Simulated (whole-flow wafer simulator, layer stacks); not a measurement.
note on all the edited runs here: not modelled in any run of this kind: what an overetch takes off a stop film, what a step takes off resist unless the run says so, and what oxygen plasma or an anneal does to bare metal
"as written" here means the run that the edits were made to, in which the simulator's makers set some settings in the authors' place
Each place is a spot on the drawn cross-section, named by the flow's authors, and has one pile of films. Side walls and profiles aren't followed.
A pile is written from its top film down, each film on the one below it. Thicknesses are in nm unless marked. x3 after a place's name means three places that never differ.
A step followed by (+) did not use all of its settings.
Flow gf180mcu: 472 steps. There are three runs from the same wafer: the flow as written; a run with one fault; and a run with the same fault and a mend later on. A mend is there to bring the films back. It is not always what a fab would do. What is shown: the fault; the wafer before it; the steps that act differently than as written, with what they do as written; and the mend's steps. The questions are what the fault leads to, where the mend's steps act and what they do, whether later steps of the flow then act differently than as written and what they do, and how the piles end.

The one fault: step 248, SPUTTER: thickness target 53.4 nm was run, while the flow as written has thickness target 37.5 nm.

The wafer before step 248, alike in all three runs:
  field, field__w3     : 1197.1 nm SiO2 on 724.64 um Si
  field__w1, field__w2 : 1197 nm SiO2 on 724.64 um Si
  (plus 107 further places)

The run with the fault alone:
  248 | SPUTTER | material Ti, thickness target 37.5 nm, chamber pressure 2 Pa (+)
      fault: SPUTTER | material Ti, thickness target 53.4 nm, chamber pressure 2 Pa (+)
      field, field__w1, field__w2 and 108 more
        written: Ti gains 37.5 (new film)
        fault: Ti gains 53.4 (new film)
  Steps further on in the flow that do not act as written:
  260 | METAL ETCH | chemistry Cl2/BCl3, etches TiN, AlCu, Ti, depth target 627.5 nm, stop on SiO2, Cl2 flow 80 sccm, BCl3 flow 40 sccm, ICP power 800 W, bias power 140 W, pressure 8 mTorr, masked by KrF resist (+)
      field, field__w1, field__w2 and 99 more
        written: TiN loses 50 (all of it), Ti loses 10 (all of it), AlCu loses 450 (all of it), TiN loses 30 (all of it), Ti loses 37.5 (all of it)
        fault: TiN loses 50 (all of it), Ti loses 10 (all of it), AlCu loses 450 (all of it), TiN loses 30 (all of it), Ti loses 53.4 (all of it)
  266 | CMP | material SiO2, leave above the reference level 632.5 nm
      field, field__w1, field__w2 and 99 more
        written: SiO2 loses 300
        fault: SiO2 loses 284.1
  By the end, the piles at field__w8, contact, m1 and 6 more depart from the flow's by more than 2% or 0.5 nm, whichever is larger.
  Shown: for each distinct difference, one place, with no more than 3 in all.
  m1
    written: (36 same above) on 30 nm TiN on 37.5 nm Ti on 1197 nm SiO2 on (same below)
    fault: (36 same above) on 30 nm TiN on 53.4 nm Ti on 1197 nm SiO2 on (same below)
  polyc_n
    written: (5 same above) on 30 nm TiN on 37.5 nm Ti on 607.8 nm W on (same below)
    fault: (5 same above) on 30 nm TiN on 53.4 nm Ti on 607.8 nm W on (same below)
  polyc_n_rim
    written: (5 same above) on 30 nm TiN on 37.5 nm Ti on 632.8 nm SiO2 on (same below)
    fault: (5 same above) on 30 nm TiN on 53.4 nm Ti on 632.8 nm SiO2 on (same below)

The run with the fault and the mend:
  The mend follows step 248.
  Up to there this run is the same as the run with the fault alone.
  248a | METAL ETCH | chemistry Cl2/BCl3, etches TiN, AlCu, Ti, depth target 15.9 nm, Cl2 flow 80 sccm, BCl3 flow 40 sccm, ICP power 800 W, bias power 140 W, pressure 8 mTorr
      field, field__w1, field__w2 and 108 more
        Ti loses 15.9
  None of the later steps of the flow acts differently than as written at any place that is followed.
  By the end, the piles equal the flow's at every place that both follow.
